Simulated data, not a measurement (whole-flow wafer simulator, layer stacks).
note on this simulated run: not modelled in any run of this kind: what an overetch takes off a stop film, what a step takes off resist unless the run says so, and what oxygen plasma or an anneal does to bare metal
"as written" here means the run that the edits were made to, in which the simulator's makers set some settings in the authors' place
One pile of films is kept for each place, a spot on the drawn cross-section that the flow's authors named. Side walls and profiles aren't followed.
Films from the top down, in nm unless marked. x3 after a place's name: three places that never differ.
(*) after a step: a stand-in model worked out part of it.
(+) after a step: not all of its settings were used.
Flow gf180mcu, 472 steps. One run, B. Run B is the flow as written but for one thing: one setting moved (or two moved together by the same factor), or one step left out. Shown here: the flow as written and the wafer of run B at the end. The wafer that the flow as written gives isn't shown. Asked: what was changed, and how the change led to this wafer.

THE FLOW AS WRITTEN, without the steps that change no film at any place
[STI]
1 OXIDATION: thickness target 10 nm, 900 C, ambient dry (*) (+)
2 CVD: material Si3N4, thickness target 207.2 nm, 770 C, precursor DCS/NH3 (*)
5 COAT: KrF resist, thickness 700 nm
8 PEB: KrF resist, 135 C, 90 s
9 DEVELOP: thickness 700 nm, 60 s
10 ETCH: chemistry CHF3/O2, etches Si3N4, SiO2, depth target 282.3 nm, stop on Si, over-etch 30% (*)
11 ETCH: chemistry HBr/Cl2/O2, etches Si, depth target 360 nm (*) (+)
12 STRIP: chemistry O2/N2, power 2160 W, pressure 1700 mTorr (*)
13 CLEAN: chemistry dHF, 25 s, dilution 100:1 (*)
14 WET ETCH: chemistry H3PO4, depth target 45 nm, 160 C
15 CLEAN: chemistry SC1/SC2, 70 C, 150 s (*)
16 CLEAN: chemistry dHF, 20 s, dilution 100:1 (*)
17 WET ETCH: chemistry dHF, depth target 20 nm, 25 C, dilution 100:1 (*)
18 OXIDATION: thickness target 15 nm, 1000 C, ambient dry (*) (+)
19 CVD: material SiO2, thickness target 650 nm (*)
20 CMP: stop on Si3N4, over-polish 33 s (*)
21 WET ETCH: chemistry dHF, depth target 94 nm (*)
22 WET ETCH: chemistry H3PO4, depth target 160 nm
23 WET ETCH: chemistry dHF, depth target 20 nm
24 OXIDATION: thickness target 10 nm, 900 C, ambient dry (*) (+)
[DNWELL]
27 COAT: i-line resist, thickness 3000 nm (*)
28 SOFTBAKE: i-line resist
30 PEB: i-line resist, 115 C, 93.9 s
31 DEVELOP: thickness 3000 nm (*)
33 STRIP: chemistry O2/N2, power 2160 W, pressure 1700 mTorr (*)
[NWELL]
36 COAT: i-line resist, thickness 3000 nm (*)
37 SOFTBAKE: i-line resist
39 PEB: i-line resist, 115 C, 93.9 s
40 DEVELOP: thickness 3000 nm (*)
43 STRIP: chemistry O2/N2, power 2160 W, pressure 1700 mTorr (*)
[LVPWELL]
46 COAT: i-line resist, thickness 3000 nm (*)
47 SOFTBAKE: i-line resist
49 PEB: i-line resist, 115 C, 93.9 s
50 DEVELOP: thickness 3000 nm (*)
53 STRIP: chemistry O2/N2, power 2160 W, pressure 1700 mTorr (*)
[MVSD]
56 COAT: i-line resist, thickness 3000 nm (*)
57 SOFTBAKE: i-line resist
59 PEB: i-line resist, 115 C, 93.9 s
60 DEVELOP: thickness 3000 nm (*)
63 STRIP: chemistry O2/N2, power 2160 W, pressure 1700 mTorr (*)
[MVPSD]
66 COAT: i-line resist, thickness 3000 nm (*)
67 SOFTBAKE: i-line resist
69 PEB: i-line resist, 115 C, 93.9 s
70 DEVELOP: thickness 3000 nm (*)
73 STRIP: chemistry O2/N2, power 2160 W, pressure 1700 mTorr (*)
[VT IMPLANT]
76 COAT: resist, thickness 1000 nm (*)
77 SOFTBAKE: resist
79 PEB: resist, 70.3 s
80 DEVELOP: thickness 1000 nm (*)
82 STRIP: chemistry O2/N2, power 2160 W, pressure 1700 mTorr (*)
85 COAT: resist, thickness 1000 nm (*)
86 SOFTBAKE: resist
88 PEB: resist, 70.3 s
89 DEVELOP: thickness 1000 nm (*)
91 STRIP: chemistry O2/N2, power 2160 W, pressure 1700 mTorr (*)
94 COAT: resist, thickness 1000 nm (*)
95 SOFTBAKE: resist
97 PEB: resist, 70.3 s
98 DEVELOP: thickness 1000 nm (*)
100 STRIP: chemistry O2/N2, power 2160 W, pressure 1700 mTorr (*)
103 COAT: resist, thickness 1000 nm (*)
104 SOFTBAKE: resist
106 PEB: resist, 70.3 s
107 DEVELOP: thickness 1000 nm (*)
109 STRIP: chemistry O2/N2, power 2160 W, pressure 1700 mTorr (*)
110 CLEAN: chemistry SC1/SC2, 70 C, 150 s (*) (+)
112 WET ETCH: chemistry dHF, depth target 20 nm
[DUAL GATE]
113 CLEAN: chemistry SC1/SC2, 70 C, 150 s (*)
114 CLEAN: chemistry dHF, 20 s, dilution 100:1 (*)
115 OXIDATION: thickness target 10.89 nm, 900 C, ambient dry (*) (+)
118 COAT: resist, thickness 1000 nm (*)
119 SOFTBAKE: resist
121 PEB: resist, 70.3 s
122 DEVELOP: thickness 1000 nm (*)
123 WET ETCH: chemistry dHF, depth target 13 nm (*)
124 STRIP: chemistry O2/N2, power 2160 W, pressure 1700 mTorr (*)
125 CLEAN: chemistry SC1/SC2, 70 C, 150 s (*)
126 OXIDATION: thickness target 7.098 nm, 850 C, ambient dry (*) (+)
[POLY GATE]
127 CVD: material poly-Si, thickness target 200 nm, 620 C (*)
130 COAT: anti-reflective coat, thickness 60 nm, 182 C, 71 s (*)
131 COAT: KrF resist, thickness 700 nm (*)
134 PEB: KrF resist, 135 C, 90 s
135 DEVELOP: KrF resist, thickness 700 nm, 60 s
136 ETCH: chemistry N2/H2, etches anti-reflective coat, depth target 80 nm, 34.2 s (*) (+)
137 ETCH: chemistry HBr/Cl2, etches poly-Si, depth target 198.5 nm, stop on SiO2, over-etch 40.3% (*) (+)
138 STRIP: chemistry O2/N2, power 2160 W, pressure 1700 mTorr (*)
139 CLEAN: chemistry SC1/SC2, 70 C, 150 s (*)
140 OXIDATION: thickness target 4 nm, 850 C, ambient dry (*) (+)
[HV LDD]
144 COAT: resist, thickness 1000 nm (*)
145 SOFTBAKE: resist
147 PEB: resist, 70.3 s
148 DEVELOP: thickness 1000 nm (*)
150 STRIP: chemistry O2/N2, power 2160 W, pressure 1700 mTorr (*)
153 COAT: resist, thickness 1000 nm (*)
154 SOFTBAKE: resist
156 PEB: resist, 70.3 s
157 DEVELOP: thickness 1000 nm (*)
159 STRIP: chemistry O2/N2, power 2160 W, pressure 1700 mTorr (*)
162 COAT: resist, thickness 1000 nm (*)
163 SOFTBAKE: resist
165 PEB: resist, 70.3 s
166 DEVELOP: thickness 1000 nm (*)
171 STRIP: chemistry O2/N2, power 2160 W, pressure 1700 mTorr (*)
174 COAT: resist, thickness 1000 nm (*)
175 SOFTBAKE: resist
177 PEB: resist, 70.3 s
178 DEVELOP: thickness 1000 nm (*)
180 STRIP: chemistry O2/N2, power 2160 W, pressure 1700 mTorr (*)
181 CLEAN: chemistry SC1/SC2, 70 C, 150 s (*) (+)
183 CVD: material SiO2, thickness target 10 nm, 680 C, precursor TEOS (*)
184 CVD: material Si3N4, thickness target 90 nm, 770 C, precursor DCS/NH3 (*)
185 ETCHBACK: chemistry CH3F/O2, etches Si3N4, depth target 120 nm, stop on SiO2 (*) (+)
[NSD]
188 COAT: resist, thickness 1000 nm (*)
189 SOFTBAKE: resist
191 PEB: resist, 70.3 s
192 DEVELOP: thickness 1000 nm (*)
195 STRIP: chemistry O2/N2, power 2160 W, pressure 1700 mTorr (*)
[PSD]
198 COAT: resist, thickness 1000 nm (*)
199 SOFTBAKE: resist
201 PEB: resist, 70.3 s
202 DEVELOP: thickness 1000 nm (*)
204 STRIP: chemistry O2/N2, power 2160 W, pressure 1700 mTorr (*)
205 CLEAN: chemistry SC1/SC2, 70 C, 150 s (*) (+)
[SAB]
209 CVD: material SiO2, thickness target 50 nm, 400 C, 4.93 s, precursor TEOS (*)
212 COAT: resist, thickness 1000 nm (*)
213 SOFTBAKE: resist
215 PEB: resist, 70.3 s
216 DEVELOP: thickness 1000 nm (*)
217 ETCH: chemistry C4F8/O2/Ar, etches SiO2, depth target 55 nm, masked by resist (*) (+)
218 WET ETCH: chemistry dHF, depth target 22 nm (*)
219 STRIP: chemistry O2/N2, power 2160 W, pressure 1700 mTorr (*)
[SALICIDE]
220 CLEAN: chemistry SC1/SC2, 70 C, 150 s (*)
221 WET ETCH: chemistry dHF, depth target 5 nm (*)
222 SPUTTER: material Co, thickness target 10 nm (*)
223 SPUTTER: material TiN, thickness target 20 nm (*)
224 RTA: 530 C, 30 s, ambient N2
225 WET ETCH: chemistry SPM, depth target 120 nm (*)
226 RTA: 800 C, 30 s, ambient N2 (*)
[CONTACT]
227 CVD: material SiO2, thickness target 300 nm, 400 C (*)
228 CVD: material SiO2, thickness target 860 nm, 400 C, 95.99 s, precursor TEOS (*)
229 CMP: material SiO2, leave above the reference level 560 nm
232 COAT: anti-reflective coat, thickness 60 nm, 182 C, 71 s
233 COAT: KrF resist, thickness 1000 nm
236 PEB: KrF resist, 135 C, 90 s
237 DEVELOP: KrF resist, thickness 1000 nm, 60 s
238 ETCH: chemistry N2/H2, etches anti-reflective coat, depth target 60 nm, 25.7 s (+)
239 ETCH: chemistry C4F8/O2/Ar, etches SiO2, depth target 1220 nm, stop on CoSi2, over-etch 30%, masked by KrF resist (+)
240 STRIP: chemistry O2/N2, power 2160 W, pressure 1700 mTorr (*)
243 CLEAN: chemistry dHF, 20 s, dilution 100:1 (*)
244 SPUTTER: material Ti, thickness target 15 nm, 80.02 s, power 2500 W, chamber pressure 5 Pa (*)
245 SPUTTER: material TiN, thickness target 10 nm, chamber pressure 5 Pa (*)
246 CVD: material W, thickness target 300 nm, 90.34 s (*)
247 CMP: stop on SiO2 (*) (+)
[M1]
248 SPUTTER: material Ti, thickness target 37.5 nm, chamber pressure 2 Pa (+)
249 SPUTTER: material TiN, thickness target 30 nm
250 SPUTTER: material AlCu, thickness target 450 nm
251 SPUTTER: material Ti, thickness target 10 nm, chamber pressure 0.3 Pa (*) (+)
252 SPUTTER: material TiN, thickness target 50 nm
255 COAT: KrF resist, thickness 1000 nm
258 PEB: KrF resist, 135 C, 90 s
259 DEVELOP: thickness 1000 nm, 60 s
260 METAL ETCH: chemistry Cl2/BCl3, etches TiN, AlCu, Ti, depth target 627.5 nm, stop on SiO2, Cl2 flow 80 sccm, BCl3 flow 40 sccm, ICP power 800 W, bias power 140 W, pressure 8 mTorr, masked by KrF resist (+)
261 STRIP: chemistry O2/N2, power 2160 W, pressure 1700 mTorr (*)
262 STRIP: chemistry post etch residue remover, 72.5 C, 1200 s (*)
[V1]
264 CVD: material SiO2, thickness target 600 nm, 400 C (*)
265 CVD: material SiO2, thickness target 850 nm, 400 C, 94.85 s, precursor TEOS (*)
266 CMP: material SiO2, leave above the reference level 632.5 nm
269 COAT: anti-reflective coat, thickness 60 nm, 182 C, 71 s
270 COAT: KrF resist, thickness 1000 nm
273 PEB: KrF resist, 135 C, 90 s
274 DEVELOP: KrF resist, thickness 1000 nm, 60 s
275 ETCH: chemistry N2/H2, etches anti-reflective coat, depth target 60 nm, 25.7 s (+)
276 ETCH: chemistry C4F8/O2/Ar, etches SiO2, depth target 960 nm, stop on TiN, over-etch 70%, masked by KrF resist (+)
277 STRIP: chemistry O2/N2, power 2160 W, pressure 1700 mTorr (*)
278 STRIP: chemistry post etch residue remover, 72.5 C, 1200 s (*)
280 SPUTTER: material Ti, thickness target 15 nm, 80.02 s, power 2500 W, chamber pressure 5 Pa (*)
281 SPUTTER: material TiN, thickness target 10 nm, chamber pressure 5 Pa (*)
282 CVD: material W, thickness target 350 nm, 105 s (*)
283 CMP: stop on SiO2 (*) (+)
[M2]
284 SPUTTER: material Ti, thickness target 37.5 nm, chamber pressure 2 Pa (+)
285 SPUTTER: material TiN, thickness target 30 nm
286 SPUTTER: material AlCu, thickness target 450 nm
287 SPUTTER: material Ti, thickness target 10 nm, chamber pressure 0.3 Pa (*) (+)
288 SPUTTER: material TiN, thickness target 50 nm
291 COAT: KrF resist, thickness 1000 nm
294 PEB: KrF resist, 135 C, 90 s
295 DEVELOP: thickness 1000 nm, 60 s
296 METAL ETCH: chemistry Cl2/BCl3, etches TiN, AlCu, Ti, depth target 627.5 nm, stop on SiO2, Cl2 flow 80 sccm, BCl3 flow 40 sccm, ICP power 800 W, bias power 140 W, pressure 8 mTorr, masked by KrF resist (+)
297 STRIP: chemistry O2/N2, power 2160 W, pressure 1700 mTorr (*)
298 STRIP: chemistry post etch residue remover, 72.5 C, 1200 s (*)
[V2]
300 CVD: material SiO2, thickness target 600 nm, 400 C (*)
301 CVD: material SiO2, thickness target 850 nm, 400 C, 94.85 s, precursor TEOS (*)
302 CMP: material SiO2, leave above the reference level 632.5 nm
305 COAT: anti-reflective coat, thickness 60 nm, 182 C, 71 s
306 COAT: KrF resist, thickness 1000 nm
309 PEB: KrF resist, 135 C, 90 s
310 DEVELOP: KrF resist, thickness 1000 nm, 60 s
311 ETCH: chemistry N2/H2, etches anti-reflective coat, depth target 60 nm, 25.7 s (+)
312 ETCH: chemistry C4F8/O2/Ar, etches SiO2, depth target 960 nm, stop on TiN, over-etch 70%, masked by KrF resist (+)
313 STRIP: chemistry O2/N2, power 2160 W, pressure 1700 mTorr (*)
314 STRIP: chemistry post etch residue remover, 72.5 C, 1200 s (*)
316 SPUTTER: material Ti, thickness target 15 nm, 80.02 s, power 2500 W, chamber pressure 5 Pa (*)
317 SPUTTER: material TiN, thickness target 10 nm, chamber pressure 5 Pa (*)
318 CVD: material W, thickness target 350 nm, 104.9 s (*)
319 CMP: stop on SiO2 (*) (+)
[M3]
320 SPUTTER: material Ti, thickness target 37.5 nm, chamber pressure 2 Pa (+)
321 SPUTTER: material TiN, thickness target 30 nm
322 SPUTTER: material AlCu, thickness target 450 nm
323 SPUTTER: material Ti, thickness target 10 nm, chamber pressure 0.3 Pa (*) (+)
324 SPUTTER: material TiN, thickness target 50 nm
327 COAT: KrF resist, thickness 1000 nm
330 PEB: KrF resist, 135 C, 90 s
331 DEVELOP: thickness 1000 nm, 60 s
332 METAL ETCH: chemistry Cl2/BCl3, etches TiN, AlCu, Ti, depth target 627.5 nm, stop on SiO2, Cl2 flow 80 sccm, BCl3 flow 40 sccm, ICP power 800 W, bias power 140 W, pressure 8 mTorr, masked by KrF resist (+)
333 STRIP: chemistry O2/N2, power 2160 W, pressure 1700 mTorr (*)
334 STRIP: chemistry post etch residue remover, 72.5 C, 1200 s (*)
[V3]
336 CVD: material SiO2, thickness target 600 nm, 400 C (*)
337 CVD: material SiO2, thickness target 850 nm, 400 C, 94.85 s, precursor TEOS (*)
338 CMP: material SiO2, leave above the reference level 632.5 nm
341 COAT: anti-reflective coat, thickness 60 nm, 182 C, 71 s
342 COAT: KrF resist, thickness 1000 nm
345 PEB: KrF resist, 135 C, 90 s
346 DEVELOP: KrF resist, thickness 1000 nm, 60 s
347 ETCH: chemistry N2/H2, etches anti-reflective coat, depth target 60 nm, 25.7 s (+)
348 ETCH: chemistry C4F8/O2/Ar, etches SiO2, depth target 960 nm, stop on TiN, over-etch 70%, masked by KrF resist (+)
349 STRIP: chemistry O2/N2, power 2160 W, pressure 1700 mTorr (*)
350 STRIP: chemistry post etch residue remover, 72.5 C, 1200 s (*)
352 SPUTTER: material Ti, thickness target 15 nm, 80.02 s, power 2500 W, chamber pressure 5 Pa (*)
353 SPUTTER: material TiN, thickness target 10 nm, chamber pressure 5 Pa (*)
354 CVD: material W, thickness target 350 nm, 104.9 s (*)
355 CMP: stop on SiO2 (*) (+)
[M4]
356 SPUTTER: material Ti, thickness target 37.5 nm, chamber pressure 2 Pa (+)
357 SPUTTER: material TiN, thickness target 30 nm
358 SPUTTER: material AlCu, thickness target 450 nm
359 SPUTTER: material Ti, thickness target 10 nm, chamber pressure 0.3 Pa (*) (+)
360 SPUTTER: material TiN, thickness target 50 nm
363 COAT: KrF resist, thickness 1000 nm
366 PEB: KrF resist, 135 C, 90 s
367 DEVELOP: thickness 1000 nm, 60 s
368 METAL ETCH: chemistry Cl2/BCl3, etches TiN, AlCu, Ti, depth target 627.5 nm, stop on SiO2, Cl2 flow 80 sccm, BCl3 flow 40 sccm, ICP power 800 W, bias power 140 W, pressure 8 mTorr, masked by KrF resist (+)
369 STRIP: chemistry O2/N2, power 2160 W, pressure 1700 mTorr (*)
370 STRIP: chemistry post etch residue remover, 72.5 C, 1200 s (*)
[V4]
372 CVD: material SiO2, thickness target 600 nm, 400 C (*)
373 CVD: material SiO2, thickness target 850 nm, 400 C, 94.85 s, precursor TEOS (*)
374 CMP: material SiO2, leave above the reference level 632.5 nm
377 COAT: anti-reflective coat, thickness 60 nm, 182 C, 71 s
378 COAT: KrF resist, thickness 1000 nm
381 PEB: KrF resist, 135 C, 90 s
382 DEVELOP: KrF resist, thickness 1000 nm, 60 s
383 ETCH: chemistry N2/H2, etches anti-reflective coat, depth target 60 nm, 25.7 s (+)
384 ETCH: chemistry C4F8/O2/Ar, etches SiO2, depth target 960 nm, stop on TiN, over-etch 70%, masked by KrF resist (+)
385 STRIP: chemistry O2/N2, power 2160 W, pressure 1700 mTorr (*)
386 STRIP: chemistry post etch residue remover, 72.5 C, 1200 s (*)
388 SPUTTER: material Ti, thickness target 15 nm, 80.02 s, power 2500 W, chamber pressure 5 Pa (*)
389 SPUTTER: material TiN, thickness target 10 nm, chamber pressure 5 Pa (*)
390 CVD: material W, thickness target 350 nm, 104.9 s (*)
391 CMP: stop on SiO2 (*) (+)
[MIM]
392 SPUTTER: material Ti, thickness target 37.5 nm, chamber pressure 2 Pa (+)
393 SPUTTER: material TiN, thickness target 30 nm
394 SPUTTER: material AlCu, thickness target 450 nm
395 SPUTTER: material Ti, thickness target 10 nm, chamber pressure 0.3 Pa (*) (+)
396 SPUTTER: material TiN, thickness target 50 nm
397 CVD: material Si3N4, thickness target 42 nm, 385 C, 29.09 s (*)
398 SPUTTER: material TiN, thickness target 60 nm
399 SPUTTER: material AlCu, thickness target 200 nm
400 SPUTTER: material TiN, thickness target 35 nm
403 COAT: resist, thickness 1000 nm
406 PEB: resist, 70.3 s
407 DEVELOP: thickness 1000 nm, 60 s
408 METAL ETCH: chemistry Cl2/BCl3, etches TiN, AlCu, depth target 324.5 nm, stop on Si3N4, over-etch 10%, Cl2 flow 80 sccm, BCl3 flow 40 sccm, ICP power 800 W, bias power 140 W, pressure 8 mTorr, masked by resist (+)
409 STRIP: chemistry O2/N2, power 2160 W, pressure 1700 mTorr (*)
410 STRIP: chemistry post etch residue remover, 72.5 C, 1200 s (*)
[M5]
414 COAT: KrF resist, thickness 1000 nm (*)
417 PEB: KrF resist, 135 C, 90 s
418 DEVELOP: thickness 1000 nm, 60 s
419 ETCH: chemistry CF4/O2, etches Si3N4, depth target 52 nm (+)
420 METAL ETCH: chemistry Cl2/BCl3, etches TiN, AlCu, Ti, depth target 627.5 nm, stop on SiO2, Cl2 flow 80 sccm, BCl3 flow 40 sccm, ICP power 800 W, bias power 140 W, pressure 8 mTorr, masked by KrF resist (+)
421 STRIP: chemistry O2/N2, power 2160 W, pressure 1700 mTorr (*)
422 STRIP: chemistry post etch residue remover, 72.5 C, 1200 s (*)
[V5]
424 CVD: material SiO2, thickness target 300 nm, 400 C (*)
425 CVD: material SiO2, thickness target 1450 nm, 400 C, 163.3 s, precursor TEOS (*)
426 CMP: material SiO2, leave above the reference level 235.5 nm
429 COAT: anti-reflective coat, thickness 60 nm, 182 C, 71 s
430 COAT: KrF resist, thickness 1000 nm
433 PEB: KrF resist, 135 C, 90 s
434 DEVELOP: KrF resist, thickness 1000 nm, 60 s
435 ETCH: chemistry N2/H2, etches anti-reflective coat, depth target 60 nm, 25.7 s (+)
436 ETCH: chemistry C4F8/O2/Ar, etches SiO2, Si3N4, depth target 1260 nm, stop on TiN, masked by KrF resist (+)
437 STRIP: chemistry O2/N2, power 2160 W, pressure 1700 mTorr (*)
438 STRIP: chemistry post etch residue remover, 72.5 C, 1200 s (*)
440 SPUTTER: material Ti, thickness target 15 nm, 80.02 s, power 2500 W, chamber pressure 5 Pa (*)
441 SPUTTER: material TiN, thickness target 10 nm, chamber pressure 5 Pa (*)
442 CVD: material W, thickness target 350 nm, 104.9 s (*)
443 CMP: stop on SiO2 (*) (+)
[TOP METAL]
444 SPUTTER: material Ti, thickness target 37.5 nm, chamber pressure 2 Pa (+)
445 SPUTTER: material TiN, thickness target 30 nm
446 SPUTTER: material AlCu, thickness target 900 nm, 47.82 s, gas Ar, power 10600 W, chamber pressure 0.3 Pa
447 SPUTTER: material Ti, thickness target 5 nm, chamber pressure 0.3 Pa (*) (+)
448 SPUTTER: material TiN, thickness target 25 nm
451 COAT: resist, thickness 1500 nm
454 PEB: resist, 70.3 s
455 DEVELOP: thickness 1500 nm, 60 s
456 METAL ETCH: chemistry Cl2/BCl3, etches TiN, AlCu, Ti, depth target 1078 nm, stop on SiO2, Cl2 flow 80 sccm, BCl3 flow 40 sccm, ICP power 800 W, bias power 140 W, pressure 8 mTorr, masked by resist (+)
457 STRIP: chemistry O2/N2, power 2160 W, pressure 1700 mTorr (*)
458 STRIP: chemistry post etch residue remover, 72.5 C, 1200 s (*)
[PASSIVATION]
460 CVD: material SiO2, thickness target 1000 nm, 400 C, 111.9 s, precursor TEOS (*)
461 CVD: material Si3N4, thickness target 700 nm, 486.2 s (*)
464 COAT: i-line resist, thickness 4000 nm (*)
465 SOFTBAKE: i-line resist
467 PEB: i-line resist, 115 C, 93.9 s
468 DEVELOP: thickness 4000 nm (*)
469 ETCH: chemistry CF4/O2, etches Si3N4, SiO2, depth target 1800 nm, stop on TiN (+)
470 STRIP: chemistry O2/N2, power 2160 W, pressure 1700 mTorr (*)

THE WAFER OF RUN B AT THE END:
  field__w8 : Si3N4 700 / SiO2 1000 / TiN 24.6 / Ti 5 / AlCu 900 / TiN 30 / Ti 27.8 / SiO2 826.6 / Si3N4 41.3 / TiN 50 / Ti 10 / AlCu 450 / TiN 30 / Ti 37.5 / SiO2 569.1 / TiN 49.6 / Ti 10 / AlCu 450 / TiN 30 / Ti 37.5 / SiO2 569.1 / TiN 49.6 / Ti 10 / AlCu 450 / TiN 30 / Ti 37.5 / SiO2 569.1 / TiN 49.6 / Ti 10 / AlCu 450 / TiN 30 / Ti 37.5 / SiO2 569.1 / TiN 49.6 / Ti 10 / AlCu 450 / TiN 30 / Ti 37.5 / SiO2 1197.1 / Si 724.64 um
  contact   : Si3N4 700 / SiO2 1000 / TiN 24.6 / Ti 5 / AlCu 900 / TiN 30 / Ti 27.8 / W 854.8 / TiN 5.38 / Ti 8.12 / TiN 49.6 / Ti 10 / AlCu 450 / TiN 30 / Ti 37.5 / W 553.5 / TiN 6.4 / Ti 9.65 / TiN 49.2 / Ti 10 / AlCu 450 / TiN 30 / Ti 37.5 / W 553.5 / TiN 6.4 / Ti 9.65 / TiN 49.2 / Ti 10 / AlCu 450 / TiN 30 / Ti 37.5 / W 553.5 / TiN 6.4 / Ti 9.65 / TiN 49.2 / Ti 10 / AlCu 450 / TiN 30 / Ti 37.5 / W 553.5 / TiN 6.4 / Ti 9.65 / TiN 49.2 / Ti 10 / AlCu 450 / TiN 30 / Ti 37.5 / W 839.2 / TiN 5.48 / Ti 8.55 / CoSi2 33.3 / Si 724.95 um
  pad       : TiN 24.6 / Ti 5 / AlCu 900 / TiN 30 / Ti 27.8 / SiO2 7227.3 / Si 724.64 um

The cause: step 444, SPUTTER: thickness target 27.8 nm was run, where the flow has thickness target 37.5 nm.
It can be read off the wafer: field__w8 has Ti 27.8, and step 444 as written asks for 37.5 nm.

How the change led to this, step by step:
  444 SPUTTER: material Ti, thickness target 37.5 nm, chamber pressure 2 Pa (+)
      field, field__w1, field__w2 and 109 more: Ti +27.8 (new film) (as written it would be: Ti +37.5 (new film))
  456 METAL ETCH: chemistry Cl2/BCl3, etches TiN, AlCu, Ti, depth target 1078 nm, stop on SiO2, Cl2 flow 80 sccm, BCl3 flow 40 sccm, ICP power 800 W, bias power 140 W, pressure 8 mTorr, masked by resist (+)
      field, field__w1, field__w2 and 103 more: TiN -25 (all of it), Ti -5 (all of it), AlCu -900 (all of it), TiN -30 (all of it), Ti -27.8 (all of it) (as written it would be: TiN -25 (all of it), Ti -5 (all of it), AlCu -900 (all of it), TiN -30 (all of it), Ti -37.5 (all of it))
